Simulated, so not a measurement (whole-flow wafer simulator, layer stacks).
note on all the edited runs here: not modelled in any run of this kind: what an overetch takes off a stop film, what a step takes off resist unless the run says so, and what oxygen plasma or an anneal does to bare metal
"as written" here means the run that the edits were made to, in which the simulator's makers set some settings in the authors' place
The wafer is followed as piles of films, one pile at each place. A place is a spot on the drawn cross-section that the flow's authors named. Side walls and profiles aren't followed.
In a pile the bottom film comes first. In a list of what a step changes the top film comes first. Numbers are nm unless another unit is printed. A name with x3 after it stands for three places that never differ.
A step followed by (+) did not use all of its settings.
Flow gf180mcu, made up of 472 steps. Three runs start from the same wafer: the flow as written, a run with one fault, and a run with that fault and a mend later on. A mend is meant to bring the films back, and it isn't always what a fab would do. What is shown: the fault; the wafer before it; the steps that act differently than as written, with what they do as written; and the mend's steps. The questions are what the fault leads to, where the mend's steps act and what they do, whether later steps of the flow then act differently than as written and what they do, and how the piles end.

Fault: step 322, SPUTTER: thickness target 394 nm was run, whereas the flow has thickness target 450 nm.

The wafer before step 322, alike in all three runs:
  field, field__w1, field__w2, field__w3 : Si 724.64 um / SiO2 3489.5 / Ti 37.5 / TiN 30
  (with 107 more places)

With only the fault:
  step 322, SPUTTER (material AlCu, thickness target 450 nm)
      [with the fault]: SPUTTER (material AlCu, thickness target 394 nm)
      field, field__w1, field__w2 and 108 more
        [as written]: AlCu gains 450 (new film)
        [with the fault]: AlCu gains 394 (new film)
  Steps later in the flow that act otherwise than as written:
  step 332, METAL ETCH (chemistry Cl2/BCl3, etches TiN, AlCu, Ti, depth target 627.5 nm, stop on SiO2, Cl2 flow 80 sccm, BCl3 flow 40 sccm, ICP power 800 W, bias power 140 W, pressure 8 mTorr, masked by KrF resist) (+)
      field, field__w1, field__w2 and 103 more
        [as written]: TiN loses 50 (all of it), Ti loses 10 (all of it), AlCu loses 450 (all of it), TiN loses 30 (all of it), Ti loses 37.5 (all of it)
        [with the fault]: TiN loses 50 (all of it), Ti loses 10 (all of it), AlCu loses 394 (all of it), TiN loses 30 (all of it), Ti loses 37.5 (all of it)
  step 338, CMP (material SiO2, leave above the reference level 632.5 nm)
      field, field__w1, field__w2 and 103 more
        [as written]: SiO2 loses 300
        [with the fault]: SiO2 loses 356
  At field__w8, contact, m1, m1__w1, m1_nw, the piles at the end differ from the flow's by more than 2% or 0.5 nm, whichever is larger.
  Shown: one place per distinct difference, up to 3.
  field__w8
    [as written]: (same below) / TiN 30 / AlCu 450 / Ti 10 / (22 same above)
    [with the fault]: (same below) / TiN 30 / AlCu 394 / Ti 10 / (22 same above)
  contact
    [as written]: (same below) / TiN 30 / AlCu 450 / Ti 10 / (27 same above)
    [with the fault]: (same below) / TiN 30 / AlCu 394 / Ti 10 / (27 same above)

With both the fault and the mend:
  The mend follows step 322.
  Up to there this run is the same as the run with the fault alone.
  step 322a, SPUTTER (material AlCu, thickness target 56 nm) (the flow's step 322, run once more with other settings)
      field, field__w1, field__w2 and 108 more
        AlCu gains 56
  Every later step of the flow that is run acts as written at every place that is followed.
  By the end, the piles equal the flow's at every place that both follow.
